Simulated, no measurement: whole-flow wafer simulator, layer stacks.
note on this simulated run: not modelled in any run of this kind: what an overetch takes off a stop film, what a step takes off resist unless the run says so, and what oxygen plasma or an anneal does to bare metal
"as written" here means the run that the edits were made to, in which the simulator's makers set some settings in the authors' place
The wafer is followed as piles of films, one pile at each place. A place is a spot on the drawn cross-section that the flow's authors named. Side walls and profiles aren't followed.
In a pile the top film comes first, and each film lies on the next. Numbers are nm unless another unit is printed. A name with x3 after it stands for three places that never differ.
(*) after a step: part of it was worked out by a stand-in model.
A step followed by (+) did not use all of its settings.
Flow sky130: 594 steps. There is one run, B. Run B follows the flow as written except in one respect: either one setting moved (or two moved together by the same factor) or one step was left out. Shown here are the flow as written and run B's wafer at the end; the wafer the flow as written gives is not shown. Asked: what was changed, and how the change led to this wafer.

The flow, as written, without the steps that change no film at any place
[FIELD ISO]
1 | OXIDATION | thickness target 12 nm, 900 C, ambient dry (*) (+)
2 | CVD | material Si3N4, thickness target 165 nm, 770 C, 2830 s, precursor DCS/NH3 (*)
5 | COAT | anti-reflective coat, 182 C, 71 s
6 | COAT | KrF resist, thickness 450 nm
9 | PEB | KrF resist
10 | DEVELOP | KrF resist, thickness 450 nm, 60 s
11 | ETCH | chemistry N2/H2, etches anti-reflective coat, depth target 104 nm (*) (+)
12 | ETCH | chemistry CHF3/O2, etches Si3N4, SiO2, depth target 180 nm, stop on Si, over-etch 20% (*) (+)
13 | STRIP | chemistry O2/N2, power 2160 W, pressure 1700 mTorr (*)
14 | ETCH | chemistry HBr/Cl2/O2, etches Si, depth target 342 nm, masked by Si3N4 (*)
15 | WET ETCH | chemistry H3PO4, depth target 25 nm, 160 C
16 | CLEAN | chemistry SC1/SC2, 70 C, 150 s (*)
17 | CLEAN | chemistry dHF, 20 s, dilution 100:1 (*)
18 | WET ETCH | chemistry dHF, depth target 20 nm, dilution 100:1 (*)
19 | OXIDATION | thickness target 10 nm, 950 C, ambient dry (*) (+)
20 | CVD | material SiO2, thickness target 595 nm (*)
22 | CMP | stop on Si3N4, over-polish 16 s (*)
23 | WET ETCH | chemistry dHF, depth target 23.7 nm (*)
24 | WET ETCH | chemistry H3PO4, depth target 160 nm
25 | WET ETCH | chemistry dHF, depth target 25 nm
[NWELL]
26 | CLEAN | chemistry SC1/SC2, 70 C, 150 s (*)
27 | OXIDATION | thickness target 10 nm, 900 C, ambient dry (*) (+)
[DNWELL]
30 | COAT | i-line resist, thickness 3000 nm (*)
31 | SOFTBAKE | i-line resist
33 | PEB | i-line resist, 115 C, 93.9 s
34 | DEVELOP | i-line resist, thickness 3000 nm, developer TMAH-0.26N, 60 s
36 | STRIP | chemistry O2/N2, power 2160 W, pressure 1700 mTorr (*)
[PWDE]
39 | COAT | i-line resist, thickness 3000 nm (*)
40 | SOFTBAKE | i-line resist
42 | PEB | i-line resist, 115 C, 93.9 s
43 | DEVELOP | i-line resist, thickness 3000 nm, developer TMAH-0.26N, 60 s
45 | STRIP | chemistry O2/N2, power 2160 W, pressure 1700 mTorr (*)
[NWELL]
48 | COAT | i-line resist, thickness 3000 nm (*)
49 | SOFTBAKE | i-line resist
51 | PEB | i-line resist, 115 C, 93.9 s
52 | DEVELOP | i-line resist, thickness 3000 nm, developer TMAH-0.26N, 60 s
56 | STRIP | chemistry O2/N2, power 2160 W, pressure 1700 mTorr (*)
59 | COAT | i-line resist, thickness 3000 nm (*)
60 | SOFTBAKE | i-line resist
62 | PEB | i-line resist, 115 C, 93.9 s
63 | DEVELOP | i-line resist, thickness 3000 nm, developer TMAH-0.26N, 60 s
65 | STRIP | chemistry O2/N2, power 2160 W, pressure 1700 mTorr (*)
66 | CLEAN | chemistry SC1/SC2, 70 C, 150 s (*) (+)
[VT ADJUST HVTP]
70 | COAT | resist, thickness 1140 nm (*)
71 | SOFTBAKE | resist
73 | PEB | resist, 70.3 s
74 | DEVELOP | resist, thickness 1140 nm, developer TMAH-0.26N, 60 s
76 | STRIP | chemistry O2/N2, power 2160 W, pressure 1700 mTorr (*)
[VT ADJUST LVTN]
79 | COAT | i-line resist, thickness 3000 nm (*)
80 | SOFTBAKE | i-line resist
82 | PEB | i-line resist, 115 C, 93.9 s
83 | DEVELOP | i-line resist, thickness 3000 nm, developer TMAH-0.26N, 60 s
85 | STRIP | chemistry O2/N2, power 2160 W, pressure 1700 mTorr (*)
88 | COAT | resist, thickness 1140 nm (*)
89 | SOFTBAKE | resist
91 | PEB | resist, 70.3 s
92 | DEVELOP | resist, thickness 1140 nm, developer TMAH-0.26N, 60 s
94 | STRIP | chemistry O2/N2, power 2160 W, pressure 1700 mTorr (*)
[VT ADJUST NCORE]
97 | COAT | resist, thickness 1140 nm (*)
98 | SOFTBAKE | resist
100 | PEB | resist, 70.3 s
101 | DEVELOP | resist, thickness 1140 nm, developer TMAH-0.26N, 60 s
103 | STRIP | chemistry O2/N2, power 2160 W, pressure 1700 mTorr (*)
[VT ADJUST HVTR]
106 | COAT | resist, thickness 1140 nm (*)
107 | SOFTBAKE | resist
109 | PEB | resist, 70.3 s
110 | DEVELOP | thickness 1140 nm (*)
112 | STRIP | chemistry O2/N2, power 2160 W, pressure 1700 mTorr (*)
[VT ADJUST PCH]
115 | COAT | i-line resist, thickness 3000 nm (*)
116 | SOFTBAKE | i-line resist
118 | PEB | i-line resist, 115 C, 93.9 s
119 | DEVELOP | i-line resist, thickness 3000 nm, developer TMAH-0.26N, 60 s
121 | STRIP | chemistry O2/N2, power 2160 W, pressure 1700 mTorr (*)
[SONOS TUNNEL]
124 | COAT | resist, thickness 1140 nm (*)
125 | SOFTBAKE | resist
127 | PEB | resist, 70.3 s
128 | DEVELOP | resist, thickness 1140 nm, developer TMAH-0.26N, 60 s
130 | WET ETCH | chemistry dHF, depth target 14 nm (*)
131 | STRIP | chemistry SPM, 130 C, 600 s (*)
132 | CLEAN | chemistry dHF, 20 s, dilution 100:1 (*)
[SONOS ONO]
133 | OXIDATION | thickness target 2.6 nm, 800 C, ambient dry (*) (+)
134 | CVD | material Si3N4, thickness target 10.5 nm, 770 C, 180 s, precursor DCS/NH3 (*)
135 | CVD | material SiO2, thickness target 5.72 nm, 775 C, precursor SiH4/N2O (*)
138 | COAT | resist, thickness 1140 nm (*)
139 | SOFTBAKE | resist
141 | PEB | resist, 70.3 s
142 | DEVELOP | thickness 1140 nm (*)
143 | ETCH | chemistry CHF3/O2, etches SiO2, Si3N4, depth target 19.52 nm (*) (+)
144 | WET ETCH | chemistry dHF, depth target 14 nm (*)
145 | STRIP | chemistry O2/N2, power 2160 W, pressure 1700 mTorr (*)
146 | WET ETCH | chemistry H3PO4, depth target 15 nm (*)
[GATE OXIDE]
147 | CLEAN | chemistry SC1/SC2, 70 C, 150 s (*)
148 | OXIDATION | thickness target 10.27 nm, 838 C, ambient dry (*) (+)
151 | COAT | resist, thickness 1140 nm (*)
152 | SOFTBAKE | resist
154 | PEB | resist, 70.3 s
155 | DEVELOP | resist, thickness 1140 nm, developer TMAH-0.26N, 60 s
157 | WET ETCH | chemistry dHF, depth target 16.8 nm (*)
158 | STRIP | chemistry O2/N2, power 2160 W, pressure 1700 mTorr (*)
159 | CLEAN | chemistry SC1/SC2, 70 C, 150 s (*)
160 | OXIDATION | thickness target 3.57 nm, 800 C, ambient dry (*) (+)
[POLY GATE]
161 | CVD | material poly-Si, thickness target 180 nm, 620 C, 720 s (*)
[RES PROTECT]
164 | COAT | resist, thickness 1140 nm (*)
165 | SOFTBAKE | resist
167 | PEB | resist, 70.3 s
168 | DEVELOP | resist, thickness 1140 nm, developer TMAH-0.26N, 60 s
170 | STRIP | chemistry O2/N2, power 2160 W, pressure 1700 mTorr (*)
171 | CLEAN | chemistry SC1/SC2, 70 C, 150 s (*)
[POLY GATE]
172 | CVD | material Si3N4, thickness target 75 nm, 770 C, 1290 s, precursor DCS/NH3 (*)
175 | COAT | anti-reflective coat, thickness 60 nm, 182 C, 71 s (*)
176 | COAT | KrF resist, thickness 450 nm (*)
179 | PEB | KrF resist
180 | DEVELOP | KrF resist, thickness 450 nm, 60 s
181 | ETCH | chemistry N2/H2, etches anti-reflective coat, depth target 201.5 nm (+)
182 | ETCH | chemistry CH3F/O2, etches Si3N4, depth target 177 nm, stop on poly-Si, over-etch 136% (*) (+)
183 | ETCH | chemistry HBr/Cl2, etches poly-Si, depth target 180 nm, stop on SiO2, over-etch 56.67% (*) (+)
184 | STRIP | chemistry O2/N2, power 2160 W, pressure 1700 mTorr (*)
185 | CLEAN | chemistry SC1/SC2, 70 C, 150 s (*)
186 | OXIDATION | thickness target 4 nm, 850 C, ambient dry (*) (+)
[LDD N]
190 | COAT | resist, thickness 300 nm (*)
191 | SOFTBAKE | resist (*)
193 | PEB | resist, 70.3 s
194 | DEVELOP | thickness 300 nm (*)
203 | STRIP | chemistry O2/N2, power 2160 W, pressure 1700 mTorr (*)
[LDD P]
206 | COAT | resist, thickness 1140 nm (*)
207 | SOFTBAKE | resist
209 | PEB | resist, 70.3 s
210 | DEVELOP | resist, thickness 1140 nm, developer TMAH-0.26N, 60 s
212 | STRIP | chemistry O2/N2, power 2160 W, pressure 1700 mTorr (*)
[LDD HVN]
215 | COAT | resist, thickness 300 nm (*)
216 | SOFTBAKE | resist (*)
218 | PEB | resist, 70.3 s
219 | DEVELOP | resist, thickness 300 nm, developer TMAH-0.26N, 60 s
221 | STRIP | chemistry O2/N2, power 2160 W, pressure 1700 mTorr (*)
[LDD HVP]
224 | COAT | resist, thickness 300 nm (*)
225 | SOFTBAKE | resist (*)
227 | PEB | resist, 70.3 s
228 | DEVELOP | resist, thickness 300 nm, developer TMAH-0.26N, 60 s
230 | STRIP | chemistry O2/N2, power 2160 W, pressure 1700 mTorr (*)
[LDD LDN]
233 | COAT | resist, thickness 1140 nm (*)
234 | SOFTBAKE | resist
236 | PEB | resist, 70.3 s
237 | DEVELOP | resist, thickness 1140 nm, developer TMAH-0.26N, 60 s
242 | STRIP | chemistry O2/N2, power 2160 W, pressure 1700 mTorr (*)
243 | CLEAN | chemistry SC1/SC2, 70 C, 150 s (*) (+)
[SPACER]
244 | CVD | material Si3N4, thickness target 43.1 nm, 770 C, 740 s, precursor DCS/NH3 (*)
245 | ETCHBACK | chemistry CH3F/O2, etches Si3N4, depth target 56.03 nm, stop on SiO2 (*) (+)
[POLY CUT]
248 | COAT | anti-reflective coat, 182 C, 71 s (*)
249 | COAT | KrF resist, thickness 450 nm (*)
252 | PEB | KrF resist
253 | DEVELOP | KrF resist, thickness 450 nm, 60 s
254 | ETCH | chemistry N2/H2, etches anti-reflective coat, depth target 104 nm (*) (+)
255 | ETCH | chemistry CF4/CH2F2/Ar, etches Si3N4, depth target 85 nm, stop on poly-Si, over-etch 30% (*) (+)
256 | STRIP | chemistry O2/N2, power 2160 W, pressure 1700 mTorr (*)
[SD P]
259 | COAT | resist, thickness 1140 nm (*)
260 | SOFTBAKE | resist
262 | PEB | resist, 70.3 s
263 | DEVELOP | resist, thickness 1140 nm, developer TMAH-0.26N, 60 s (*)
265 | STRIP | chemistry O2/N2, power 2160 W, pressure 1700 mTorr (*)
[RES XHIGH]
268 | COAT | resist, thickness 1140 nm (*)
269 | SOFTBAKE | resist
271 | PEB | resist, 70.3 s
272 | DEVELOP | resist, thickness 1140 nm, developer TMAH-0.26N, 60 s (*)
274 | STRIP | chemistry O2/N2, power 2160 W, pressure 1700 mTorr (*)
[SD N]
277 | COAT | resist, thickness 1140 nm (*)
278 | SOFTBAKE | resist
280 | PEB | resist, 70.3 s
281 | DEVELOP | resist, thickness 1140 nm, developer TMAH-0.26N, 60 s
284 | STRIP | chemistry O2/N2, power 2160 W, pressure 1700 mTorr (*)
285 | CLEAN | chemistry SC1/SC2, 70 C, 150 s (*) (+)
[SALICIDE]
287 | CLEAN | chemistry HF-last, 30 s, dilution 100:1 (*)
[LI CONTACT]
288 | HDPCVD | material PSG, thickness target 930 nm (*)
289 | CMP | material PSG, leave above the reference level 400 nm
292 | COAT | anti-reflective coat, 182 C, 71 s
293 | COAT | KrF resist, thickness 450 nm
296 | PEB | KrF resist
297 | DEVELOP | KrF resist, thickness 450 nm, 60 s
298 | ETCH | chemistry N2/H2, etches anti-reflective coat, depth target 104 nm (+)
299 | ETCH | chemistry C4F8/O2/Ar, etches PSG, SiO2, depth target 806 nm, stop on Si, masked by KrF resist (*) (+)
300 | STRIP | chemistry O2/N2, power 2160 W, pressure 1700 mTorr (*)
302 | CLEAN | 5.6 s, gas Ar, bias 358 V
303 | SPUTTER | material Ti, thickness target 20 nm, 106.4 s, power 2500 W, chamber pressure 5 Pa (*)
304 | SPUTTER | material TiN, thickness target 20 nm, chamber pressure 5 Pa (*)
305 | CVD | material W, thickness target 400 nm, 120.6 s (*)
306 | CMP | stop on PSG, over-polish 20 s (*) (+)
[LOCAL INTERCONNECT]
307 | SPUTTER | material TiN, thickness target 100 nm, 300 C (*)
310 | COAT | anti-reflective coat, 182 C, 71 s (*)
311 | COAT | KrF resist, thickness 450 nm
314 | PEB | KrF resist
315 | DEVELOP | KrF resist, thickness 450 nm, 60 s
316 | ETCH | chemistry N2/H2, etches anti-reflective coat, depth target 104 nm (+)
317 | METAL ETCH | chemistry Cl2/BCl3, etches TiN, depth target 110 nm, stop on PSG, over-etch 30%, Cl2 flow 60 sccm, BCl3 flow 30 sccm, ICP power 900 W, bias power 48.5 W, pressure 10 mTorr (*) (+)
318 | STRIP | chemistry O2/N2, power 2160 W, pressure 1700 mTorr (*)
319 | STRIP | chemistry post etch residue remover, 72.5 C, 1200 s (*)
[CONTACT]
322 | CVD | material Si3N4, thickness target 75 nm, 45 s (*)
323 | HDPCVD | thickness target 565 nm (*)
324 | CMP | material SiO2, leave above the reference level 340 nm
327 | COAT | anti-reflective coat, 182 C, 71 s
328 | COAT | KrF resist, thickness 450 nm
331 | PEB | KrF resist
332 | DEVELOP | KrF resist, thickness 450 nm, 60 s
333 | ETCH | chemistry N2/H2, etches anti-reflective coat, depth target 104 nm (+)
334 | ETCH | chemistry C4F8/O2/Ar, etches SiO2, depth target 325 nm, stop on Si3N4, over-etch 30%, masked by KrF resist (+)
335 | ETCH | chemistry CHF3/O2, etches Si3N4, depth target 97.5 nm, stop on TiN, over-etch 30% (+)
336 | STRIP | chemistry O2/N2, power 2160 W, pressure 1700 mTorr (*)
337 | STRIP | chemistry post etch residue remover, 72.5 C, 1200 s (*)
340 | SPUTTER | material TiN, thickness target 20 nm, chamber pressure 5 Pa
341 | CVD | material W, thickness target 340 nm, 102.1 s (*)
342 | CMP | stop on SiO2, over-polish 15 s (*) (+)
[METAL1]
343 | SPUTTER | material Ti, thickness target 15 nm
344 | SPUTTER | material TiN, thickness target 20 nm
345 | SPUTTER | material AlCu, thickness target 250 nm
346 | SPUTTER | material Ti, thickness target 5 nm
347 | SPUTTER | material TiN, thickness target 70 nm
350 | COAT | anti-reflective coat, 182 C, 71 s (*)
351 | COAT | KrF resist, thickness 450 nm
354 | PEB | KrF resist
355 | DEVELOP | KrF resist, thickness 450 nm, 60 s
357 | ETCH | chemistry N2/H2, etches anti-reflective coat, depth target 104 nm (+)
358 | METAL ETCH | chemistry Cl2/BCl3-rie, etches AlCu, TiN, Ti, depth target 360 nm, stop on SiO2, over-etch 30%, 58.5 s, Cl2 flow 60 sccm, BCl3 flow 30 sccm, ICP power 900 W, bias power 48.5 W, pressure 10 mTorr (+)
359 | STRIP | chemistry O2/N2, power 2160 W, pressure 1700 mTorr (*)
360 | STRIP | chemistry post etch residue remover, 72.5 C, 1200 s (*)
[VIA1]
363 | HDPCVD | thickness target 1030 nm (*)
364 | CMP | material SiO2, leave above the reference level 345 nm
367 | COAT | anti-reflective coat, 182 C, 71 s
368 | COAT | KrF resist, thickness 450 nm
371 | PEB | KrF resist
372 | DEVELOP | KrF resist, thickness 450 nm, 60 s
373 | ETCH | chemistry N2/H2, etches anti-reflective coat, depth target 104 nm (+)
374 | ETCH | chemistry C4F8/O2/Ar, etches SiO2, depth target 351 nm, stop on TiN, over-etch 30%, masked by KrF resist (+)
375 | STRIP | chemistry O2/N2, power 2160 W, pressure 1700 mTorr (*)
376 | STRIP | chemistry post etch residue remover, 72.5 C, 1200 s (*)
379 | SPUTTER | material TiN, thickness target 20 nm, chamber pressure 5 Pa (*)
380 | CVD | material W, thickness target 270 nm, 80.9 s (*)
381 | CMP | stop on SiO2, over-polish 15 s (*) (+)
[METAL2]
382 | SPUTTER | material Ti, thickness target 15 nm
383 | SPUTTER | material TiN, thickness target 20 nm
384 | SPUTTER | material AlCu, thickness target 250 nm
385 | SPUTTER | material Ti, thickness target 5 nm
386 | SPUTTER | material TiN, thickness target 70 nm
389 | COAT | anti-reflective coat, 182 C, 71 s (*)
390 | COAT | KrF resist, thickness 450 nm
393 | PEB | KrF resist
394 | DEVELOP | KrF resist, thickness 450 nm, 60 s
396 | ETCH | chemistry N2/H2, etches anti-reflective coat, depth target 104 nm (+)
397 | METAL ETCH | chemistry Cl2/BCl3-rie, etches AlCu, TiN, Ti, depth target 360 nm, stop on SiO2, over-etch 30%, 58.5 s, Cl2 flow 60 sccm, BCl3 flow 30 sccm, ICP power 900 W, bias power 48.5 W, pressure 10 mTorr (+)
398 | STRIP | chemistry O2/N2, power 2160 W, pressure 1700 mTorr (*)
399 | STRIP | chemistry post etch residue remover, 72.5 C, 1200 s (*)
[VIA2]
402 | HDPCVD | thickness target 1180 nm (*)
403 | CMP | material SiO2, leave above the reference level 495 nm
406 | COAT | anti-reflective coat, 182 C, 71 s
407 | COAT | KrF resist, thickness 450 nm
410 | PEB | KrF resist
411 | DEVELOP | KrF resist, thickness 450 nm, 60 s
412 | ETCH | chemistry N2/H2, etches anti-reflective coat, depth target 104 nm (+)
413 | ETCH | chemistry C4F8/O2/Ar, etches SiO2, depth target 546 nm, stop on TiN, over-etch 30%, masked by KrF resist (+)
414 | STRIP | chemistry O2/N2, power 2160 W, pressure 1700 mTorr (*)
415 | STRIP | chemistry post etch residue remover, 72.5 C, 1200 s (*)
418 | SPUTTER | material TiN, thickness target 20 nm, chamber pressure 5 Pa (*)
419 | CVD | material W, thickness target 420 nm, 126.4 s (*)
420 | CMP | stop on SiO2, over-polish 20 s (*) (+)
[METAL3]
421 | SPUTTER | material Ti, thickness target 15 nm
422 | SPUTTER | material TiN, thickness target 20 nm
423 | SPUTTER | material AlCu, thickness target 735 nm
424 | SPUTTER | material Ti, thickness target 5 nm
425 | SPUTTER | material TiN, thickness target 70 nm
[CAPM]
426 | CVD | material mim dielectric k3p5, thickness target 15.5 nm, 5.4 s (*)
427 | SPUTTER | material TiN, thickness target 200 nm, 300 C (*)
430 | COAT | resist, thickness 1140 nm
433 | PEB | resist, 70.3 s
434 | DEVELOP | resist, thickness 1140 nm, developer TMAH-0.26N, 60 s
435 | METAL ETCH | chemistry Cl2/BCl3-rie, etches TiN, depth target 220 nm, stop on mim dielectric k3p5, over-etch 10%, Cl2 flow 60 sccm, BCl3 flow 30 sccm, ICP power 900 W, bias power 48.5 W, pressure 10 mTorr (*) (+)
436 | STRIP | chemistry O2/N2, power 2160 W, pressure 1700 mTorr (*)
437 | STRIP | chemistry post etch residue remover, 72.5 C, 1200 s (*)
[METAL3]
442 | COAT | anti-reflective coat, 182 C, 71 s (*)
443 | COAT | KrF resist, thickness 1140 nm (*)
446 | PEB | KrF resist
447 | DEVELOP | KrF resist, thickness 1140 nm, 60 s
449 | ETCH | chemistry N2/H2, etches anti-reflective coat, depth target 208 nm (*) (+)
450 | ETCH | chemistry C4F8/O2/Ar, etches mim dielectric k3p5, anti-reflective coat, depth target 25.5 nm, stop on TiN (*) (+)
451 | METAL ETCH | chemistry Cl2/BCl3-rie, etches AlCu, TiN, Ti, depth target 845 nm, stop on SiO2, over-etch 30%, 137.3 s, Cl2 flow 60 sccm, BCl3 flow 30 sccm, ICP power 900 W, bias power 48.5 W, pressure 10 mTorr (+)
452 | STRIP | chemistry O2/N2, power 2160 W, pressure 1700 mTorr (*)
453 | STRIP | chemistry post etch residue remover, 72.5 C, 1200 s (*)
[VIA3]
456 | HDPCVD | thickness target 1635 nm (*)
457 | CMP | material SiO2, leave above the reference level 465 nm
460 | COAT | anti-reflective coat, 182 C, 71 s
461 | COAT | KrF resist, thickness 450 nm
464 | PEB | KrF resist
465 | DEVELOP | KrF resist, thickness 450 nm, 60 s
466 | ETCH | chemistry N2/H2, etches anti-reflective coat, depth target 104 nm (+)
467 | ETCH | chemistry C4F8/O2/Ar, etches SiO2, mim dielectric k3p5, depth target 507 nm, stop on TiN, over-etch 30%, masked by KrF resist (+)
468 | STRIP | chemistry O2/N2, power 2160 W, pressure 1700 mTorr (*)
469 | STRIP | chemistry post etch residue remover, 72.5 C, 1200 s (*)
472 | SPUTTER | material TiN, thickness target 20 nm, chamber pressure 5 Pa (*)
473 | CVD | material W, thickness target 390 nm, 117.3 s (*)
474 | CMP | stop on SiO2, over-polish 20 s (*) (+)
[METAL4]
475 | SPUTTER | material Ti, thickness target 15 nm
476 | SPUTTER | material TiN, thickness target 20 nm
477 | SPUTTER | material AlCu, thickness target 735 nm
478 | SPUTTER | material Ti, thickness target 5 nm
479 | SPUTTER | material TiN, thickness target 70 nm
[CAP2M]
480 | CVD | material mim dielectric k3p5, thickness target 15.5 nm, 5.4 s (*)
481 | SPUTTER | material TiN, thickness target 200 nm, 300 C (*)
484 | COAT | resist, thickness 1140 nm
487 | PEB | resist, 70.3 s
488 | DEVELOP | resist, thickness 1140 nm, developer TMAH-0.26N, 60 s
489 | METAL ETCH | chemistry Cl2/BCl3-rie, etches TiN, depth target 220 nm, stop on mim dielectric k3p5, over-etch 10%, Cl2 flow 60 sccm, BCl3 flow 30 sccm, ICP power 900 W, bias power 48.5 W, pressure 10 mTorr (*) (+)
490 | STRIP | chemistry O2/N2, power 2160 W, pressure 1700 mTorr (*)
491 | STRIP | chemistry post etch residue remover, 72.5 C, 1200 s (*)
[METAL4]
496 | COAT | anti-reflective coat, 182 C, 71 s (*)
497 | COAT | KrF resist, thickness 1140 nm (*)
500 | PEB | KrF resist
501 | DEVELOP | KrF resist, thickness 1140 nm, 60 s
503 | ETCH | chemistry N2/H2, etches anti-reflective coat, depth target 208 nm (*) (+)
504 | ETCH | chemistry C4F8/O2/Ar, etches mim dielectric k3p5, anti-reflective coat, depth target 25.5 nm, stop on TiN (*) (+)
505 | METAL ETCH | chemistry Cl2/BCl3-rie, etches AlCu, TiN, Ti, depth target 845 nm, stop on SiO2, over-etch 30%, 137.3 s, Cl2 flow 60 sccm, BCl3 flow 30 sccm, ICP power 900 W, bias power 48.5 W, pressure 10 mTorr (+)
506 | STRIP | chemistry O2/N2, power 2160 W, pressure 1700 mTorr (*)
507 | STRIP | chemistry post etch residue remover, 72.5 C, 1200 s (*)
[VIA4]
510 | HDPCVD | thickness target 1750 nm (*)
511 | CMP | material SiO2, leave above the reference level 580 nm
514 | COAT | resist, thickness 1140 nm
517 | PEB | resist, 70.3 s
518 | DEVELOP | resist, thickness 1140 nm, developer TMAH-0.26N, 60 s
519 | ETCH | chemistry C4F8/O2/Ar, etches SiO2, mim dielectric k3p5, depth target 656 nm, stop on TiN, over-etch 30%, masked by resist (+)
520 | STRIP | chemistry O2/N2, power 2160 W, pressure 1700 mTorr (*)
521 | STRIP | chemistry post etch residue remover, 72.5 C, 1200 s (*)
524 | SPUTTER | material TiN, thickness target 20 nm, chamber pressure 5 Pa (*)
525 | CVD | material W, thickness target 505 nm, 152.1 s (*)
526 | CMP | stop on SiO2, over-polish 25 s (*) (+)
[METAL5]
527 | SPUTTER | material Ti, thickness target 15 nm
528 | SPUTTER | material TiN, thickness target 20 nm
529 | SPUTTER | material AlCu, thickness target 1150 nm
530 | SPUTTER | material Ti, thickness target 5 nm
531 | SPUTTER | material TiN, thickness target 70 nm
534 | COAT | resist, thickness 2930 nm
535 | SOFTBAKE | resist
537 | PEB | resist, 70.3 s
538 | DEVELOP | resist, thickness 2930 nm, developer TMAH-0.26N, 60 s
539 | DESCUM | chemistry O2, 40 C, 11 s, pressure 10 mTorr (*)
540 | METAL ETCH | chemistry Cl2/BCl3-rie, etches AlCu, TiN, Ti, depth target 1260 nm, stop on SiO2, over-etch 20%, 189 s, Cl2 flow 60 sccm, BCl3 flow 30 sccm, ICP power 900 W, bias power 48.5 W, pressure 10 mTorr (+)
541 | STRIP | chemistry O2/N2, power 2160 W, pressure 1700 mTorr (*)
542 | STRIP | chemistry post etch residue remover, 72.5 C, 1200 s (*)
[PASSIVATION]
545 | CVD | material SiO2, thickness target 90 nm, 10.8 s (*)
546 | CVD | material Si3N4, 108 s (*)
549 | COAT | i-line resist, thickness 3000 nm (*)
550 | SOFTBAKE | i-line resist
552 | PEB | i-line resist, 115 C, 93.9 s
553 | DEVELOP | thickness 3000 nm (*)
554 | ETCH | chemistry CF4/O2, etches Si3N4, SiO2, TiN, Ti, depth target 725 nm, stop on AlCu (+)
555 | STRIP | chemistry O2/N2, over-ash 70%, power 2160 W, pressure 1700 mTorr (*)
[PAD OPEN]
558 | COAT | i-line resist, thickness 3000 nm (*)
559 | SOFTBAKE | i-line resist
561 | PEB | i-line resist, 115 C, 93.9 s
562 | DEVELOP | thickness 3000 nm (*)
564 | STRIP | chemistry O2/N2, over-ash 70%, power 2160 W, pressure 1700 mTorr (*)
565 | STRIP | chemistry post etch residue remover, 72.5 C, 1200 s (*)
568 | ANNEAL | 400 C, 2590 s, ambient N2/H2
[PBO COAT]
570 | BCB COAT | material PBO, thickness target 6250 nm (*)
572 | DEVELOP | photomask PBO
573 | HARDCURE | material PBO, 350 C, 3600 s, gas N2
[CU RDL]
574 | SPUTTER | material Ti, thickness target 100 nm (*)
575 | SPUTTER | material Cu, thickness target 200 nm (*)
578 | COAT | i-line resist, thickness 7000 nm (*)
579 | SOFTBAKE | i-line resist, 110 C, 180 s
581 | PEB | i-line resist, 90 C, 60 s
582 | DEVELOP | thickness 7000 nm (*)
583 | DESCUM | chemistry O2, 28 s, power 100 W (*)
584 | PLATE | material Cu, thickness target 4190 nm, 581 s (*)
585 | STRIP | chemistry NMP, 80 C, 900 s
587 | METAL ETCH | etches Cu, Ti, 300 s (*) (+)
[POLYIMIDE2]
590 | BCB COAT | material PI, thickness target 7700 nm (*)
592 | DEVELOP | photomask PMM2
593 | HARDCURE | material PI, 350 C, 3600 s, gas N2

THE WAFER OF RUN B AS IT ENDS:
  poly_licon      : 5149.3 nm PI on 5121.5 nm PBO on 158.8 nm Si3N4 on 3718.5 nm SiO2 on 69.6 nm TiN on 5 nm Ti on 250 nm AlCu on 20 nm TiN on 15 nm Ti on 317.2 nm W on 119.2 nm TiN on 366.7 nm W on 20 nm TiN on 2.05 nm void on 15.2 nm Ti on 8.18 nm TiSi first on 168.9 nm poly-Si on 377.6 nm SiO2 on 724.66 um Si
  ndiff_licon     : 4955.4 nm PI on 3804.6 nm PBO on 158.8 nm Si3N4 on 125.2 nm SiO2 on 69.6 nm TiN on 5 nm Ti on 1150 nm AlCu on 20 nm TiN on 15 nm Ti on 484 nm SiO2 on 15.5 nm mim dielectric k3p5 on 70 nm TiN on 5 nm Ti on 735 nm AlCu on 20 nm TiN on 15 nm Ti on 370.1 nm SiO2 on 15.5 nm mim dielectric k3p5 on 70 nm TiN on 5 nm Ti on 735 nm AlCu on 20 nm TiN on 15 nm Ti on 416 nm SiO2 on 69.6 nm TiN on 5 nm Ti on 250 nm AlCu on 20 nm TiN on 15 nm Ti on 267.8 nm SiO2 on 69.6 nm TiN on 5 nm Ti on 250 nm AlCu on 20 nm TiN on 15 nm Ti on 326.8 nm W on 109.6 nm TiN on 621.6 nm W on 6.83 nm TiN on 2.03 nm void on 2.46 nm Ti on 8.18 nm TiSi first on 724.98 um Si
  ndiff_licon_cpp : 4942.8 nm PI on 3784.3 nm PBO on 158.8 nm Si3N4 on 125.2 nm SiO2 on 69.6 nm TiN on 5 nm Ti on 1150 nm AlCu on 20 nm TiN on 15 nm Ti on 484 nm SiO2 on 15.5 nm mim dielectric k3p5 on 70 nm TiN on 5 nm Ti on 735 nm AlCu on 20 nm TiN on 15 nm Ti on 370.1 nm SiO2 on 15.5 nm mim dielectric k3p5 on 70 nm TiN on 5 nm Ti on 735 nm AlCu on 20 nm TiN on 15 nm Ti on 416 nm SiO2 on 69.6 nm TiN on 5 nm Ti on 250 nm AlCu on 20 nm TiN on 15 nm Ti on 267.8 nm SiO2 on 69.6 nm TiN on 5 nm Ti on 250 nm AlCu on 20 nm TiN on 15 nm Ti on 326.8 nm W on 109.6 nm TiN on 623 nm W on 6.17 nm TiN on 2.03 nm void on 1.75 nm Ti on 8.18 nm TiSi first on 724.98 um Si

The reason: step 568, ANNEAL: 3756 s was run, though the flow has 2590 s.

Step by step, how the change led to this:
  568 | ANNEAL | 400 C, 2590 s, ambient N2/H2
      poly_licon, rpo_hd_licon: under 11 films: void gains 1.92 (new film), Ti loses 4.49, TiSi first gains 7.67 (new film), poly-Si loses 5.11 (as written it would have been: under 11 films: void gains 1.65 (new film), Ti loses 3.85, TiSi first gains 6.58 (new film), poly-Si loses 4.38)
      ndiff_licon, ndiff_licon_cpp: under 37 films: void gains 1.9 (new film), Ti loses 4.49, TiSi first gains 7.67 (new film), Si loses 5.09 (as written it would have been: under 37 films: void gains 1.63 (new film), Ti loses 3.85, TiSi first gains 6.58 (new film), Si loses 4.36)
